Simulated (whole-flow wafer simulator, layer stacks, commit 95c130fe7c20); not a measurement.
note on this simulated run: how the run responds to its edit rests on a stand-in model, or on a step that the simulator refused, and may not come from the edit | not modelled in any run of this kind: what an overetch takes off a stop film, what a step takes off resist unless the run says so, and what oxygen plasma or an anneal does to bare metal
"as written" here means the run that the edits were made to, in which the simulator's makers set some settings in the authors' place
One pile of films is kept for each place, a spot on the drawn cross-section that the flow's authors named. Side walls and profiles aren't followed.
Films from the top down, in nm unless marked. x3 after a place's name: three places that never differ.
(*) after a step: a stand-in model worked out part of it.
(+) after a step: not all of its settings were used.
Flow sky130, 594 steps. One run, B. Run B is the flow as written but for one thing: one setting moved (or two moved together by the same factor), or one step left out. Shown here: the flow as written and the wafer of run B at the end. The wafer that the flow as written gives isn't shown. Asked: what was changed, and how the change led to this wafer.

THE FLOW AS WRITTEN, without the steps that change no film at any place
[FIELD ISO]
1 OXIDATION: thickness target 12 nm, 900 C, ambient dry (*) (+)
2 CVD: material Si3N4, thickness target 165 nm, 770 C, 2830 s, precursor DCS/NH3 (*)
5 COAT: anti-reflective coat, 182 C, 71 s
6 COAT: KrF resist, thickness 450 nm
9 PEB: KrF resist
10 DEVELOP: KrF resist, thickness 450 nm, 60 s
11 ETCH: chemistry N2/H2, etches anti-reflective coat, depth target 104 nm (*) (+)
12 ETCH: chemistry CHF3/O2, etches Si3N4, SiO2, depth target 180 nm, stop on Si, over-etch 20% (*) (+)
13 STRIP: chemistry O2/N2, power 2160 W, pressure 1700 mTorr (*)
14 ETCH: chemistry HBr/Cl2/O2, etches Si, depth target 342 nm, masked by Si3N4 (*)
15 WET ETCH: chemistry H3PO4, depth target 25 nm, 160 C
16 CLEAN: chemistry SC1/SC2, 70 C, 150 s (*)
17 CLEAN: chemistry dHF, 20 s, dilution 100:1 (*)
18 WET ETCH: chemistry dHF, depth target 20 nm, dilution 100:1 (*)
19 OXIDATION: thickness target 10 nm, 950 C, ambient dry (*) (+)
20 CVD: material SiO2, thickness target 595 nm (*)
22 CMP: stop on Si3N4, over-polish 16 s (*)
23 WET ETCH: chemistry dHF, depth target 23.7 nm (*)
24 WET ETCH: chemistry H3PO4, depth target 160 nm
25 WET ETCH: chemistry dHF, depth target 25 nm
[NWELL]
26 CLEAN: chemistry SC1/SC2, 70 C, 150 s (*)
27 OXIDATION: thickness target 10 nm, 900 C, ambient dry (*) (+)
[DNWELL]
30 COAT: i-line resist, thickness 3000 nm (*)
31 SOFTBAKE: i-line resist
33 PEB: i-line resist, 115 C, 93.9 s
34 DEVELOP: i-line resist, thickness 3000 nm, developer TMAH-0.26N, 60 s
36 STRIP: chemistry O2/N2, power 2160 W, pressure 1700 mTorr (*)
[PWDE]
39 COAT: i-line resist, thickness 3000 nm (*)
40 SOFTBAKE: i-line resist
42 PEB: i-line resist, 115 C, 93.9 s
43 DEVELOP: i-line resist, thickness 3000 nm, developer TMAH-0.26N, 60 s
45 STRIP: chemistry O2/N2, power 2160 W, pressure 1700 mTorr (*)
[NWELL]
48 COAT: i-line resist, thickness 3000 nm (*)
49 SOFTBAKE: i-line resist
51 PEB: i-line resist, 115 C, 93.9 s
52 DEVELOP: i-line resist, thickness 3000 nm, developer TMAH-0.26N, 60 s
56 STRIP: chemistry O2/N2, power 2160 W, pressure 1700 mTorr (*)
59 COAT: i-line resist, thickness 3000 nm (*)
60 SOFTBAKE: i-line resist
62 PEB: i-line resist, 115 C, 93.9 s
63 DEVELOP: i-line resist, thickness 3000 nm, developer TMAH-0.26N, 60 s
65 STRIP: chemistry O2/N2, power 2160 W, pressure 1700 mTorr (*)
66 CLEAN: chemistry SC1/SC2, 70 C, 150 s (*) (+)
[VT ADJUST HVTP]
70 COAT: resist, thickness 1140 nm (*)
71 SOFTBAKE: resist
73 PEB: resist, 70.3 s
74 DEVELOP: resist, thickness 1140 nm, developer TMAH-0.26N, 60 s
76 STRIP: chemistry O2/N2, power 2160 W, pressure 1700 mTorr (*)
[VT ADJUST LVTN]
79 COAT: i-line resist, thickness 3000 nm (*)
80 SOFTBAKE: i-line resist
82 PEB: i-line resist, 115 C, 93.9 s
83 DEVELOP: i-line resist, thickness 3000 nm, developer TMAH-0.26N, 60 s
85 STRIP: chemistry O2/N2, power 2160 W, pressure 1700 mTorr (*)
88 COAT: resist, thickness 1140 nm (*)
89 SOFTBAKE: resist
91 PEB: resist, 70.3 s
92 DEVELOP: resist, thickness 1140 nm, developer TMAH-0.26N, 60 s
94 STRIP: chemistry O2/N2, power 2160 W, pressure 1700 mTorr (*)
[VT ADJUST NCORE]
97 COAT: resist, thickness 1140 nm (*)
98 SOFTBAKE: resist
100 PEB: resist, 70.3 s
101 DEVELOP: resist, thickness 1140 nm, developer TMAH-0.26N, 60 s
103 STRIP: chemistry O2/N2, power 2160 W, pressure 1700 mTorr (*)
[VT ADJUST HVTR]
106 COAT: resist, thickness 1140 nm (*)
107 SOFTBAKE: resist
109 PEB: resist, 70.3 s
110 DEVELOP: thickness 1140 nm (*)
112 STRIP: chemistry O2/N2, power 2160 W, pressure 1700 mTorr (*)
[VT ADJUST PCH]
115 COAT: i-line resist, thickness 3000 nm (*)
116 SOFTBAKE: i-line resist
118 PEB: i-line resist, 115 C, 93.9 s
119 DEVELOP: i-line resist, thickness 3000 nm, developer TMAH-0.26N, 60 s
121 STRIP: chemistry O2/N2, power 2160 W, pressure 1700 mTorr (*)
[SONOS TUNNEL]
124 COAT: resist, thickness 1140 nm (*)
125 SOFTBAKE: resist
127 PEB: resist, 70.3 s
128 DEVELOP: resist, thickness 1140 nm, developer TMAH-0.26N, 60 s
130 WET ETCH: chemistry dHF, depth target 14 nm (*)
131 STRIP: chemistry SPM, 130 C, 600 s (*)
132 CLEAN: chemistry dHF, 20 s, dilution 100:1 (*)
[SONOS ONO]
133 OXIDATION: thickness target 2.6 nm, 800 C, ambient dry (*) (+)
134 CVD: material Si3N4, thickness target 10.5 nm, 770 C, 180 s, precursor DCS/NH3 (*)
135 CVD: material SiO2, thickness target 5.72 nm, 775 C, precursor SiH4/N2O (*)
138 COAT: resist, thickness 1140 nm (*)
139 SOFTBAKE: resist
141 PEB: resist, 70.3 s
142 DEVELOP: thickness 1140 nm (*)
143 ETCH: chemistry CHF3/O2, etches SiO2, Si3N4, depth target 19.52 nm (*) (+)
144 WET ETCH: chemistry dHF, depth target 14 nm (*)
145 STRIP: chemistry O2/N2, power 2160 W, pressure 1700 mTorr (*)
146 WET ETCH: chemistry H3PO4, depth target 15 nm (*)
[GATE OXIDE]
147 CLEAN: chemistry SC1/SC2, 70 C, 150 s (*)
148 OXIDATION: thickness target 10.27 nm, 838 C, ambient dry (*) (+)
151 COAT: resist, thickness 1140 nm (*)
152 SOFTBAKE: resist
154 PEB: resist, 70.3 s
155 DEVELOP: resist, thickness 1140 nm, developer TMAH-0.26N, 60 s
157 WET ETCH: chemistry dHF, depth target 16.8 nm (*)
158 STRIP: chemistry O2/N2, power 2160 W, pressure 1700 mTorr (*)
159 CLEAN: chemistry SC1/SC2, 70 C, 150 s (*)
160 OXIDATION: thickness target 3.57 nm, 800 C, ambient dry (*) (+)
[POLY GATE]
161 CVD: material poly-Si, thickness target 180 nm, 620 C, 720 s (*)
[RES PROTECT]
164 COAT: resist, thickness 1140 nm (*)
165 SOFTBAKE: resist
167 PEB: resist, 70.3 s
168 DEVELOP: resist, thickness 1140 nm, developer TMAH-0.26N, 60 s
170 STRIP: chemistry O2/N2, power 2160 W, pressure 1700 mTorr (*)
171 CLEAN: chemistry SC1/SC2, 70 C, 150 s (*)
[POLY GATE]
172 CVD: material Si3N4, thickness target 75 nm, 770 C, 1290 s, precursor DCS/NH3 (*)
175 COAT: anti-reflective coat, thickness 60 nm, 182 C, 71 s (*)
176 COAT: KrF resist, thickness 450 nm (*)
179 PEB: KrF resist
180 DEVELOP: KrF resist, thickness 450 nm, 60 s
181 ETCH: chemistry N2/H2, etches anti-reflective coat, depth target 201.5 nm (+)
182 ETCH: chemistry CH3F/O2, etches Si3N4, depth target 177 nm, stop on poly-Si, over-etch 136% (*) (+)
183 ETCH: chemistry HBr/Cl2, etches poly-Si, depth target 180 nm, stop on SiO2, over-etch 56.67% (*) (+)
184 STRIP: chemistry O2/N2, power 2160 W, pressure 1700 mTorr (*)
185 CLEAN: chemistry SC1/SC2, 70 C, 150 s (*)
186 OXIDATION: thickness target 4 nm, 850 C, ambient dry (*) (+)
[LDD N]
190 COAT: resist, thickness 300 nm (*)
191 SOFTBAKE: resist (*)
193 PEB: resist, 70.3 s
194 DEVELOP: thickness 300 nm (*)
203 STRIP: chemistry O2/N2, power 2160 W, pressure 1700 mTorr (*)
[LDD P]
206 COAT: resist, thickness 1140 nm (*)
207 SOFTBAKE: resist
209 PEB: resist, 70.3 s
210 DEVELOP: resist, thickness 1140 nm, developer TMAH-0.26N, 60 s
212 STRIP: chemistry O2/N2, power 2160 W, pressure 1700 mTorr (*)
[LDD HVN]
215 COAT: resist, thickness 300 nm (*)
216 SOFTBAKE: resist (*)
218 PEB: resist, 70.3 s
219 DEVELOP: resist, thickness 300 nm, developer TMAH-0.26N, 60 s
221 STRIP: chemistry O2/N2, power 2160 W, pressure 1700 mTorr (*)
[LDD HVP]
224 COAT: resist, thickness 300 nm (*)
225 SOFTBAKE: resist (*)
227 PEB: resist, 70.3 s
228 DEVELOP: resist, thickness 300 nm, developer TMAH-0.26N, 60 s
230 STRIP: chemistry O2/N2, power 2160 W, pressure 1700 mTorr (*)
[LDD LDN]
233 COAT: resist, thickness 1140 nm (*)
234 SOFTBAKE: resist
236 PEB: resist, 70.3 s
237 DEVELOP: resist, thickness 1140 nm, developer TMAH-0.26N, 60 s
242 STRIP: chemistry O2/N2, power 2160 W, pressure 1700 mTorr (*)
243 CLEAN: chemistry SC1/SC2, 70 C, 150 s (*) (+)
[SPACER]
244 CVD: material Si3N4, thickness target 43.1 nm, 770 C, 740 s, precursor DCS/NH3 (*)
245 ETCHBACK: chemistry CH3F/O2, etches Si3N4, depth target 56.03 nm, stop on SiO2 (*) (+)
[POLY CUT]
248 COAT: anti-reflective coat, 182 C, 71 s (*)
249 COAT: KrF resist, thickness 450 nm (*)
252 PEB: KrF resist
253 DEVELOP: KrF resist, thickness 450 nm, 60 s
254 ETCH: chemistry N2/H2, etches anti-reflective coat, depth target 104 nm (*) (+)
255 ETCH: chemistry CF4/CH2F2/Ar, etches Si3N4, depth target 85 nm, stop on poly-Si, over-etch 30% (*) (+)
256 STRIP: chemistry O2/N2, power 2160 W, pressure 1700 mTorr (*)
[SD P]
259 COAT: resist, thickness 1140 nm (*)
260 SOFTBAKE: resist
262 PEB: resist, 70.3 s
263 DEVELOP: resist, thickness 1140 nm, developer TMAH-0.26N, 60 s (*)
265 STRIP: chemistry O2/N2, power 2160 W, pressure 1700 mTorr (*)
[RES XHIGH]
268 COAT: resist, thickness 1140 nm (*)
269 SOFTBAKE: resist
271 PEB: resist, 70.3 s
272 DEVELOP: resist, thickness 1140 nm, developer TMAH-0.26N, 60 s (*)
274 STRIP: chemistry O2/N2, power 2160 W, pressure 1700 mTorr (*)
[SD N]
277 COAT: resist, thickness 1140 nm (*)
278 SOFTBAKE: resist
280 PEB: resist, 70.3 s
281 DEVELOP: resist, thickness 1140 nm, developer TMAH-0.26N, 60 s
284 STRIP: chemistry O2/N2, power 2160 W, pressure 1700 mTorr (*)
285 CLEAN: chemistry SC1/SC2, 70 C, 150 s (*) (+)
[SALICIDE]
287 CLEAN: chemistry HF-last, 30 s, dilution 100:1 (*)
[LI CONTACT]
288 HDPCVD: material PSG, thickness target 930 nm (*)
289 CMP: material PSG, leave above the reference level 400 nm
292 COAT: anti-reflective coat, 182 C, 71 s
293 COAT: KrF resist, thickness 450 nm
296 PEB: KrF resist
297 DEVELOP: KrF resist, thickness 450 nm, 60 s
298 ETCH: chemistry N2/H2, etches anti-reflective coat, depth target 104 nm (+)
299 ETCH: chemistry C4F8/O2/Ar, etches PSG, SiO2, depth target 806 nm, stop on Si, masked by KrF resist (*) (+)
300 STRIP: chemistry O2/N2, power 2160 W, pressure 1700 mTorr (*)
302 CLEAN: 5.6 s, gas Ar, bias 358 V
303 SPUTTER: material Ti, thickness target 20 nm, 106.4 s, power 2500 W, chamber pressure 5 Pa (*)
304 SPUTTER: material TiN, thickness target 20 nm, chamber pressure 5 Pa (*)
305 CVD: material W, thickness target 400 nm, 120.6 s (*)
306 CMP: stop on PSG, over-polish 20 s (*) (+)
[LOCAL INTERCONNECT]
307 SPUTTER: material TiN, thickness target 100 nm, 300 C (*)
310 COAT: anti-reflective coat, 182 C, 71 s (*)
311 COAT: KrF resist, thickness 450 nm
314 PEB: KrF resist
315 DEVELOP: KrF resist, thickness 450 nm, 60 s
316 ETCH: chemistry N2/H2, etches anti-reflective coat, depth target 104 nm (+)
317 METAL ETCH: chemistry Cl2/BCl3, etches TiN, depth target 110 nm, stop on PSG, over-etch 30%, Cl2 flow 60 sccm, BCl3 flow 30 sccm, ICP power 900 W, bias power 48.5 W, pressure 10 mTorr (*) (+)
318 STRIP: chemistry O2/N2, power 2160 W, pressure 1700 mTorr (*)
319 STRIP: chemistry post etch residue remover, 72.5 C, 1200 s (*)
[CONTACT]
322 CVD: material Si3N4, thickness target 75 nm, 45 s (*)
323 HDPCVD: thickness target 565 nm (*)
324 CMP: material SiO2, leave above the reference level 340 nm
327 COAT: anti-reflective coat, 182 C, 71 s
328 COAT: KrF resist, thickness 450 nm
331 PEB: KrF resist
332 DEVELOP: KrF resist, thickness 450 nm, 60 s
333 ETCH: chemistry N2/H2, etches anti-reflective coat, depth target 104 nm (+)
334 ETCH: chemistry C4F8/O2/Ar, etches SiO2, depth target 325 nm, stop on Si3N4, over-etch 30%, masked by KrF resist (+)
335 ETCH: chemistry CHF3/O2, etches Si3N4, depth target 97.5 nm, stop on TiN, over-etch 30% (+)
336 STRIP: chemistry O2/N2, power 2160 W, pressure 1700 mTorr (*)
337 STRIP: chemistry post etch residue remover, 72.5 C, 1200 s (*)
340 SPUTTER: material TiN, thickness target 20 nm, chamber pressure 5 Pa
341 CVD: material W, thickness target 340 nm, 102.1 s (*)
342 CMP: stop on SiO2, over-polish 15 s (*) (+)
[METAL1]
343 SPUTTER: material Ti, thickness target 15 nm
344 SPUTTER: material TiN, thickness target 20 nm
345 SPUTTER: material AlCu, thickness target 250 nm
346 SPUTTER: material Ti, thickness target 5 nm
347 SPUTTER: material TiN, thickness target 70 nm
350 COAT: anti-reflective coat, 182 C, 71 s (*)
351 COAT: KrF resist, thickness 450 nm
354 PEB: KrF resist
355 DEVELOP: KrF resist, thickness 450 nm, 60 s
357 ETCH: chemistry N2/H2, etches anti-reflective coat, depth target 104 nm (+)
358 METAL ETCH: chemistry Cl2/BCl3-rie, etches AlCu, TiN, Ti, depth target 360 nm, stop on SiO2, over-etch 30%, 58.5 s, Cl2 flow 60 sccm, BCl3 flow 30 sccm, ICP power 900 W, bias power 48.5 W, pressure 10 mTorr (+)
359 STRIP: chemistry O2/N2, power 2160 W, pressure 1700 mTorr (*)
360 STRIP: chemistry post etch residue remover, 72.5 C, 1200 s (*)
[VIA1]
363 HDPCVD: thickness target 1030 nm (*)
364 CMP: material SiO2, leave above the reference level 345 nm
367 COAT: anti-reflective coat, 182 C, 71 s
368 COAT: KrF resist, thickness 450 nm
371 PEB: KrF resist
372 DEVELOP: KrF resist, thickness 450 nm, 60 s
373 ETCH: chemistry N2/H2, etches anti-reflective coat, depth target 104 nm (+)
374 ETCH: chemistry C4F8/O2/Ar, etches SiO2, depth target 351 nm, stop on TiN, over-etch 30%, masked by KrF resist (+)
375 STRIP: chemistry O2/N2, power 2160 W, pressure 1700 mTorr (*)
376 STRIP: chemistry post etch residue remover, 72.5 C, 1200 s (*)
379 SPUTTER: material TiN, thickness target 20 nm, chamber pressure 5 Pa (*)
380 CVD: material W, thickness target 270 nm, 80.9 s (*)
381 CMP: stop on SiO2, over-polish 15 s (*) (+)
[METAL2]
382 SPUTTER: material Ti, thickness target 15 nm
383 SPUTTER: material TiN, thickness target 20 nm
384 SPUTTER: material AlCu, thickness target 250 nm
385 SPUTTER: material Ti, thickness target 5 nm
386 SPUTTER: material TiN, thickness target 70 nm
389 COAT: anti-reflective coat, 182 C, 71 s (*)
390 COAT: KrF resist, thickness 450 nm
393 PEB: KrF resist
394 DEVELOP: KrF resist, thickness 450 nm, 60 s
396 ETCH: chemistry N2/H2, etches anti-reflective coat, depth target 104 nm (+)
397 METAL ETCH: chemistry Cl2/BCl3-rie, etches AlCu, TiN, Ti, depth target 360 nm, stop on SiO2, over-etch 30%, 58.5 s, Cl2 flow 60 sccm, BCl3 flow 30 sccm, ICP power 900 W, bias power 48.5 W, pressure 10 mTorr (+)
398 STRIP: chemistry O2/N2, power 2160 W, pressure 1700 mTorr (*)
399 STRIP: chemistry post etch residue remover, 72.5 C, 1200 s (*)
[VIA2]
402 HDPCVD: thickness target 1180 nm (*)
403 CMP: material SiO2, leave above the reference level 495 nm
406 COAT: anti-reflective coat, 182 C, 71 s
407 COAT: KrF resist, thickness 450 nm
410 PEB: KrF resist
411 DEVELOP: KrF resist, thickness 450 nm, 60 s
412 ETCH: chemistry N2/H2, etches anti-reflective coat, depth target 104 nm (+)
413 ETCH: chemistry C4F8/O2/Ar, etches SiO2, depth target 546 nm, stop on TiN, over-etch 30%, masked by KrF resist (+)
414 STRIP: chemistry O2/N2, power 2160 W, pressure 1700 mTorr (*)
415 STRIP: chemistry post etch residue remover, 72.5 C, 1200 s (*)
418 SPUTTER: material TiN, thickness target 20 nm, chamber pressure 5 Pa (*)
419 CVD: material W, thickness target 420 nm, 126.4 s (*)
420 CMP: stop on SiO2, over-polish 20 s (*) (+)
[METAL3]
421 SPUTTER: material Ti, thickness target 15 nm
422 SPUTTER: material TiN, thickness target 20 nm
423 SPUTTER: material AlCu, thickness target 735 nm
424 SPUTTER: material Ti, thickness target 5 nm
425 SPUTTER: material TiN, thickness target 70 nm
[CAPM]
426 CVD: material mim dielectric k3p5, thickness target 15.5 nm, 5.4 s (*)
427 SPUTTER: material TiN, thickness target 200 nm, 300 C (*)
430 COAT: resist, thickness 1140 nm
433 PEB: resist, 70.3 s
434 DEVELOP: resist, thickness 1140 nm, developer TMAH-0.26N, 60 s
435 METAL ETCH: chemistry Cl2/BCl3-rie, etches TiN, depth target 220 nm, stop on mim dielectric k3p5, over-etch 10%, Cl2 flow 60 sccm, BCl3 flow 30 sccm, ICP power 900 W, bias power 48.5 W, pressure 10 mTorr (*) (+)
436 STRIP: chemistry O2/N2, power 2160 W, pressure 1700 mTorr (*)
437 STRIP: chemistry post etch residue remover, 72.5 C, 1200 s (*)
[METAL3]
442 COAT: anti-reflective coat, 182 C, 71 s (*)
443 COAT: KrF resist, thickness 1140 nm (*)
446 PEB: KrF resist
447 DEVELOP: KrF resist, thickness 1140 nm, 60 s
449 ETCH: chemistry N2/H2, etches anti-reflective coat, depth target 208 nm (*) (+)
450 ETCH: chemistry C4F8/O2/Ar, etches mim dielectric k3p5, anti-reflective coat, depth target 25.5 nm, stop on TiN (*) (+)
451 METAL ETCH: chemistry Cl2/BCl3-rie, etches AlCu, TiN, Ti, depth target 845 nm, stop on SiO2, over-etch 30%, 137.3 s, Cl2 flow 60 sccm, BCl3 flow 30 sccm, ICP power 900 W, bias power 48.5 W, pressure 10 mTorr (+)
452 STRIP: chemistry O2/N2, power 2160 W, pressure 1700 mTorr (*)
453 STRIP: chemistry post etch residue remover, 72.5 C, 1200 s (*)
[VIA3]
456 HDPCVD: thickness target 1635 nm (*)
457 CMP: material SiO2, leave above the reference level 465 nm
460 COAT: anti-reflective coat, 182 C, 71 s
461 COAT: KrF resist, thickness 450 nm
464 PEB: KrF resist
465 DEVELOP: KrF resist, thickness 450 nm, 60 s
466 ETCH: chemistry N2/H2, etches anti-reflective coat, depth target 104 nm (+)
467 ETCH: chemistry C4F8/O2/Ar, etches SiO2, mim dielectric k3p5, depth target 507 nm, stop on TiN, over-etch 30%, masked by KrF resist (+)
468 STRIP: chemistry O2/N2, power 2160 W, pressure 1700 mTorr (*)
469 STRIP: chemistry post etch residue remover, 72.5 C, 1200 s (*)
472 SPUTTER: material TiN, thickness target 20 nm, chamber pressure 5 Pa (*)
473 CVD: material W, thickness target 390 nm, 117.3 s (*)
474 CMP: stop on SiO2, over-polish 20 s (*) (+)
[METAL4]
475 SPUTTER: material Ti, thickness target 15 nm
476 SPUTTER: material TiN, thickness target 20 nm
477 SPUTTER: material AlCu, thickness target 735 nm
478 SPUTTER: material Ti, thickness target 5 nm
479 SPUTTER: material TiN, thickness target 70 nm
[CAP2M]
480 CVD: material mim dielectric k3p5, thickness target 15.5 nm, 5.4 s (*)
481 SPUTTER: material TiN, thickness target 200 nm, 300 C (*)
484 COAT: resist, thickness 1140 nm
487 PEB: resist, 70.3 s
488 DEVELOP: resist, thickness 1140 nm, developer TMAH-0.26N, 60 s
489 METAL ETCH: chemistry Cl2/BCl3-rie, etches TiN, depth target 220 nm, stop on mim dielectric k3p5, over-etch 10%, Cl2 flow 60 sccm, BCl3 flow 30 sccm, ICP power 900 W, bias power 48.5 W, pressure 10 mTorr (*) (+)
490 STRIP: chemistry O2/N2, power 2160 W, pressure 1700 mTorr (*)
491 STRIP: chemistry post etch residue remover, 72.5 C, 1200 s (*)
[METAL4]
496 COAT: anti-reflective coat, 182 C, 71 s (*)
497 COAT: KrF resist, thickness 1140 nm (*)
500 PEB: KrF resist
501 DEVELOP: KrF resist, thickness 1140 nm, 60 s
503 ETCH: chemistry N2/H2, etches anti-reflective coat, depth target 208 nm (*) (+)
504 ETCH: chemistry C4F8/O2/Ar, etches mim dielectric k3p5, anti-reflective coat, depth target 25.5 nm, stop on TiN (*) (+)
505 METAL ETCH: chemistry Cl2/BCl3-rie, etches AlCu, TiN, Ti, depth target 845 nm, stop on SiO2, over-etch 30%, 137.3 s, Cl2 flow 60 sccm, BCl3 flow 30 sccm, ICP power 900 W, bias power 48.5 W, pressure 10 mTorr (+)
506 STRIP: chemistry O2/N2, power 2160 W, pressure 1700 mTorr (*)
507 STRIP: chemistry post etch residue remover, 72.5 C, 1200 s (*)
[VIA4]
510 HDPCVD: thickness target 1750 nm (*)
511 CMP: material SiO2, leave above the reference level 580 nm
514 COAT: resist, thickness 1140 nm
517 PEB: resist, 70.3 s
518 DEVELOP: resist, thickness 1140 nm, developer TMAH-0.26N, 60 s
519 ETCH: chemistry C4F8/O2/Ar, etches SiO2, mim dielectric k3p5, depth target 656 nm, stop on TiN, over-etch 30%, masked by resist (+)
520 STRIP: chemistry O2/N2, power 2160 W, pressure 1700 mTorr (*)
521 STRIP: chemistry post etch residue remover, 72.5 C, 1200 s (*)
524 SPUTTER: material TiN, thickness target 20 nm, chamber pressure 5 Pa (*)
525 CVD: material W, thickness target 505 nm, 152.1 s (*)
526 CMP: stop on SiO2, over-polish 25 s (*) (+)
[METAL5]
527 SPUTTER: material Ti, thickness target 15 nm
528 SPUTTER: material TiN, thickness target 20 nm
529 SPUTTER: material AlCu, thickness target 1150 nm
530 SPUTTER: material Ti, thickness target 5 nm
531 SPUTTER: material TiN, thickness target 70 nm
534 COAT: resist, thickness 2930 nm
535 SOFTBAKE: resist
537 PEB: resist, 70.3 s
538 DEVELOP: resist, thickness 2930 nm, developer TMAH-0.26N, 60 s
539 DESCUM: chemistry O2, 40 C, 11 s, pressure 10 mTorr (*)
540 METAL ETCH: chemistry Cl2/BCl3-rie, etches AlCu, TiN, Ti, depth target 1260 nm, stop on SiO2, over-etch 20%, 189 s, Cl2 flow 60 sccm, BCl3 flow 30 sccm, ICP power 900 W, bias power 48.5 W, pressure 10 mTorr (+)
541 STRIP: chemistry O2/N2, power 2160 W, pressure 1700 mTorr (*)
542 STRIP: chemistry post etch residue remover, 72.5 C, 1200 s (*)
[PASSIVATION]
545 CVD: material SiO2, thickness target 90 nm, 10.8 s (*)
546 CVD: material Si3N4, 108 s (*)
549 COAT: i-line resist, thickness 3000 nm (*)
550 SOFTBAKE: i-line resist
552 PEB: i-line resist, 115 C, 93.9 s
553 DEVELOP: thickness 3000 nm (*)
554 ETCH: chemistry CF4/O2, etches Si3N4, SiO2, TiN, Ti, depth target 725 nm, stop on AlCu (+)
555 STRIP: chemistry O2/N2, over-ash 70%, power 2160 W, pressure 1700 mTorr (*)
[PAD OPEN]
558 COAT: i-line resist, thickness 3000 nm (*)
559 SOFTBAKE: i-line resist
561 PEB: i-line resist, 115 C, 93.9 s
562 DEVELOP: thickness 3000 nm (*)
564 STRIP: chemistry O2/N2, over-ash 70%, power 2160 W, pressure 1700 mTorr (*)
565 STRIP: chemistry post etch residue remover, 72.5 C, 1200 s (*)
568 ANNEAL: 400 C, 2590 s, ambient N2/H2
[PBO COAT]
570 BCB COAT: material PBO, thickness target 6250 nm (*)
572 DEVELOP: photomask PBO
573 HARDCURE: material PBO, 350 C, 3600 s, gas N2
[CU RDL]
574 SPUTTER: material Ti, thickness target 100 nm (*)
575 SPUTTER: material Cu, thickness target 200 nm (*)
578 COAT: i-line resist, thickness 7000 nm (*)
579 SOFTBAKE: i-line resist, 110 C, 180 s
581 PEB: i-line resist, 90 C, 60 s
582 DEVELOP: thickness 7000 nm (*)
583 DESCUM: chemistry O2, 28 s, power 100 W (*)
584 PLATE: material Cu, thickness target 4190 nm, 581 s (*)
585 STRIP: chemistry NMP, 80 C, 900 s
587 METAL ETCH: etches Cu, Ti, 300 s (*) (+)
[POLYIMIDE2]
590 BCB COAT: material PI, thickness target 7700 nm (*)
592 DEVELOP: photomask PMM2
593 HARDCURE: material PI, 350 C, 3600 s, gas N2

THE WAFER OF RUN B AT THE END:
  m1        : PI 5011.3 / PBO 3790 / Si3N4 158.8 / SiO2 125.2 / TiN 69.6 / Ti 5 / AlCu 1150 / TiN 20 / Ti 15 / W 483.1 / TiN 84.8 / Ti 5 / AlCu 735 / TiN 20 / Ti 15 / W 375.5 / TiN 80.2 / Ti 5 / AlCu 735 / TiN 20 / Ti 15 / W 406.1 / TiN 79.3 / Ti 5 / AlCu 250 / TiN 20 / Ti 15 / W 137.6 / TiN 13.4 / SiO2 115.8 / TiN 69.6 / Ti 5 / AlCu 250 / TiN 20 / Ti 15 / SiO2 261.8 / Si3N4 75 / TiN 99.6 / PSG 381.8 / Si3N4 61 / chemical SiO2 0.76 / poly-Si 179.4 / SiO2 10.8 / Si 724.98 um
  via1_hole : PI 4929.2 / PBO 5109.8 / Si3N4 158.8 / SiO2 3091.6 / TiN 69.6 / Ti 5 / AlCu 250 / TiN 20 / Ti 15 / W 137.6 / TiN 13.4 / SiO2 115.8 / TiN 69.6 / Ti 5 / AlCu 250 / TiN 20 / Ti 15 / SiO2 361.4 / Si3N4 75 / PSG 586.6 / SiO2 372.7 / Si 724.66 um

The cause: step 374, ETCH: depth target 154 nm was run, where the flow has depth target 351 nm.

How the change led to this, step by step:
  374 ETCH: chemistry C4F8/O2/Ar, etches SiO2, depth target 351 nm, stop on TiN, over-etch 30%, masked by KrF resist (+)
      m1, via1_hole: SiO2 -154 (as written it would be: SiO2 -269.8 (all of it))
      field, active, n_well and 186 more: KrF resist -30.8 (as written it would be: KrF resist -70.1)
  375 STRIP: chemistry O2/N2, power 2160 W, pressure 1700 mTorr (*)
      field, active, n_well and 186 more: KrF resist -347 (all of it), anti-reflective coat -80 (all of it) (as written it would be: KrF resist -307.7 (all of it), anti-reflective coat -80 (all of it))
  379 SPUTTER: material TiN, thickness target 20 nm, chamber pressure 5 Pa (*)
      m1: TiN +13.4 (new film) (as written it would be: TiN +11)
      via1_hole: TiN +13.4 (new film) (as written it would be: TiN +10.9)
  380 CVD: material W, thickness target 270 nm, 80.9 s (*)
      m1, via1_hole: W +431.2 (new film) (as written it would be: W +549.9 (new film))
Counting metal films that touch as one body, m1 has 3 bodies (between them, from the top down: SiO2 115.8; SiO2 261.8 / Si3N4 75); the flow as written gives 2 bodies (between them, from the top down: SiO2 261.8 / Si3N4 75).
Counting metal films that touch as one body, via1_hole has 2 bodies (between them, from the top down: SiO2 115.8); the flow as written gives 1 body.
